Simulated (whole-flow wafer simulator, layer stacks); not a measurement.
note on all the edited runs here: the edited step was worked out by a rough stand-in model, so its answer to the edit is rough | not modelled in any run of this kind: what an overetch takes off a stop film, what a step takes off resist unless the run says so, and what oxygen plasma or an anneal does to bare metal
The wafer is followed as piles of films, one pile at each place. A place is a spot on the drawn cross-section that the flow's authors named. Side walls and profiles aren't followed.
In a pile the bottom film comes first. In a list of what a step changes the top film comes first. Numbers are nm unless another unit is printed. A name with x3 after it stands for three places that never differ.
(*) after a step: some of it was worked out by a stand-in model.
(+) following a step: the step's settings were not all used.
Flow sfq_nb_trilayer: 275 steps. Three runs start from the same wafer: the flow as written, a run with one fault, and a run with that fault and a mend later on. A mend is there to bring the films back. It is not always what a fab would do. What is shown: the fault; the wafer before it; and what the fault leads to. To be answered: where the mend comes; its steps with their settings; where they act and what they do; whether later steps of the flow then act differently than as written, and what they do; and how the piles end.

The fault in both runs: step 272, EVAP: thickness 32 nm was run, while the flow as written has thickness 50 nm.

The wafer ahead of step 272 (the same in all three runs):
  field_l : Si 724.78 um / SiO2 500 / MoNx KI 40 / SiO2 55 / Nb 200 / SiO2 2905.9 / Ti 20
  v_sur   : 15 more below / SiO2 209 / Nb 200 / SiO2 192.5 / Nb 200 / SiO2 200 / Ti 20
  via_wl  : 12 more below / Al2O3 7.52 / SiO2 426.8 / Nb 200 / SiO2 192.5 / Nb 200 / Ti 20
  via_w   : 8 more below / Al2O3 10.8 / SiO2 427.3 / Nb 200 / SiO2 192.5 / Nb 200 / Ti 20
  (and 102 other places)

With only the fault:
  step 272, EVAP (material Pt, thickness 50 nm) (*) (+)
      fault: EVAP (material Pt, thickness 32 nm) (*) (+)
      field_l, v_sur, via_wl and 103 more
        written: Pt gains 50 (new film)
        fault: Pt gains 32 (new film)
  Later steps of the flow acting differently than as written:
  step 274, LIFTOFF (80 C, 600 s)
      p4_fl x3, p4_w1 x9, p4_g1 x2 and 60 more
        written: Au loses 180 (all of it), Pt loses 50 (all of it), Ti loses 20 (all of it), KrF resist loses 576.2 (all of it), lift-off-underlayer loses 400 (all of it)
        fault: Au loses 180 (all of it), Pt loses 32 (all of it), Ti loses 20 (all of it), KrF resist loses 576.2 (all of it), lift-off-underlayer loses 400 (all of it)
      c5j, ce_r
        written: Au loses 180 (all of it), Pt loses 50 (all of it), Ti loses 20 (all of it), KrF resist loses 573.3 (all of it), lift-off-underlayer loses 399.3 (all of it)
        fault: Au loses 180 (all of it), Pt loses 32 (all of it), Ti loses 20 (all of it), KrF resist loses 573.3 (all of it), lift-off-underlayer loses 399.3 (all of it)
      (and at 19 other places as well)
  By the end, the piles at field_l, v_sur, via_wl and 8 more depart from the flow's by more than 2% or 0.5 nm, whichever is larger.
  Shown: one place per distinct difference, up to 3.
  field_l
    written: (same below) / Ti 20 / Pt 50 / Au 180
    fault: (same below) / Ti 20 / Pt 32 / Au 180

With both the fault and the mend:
  The mend follows step 272.
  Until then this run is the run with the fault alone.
  step 272a, EVAP (material Pt, thickness 18 nm) (*) (+) (the flow's step 272, run once more with other settings)
      field_l, v_sur, via_wl and 103 more
        Pt gains 18
  None of the later steps of the flow acts differently than as written at any place that is followed.
  At every place that both follow, the piles at the end match the flow's.
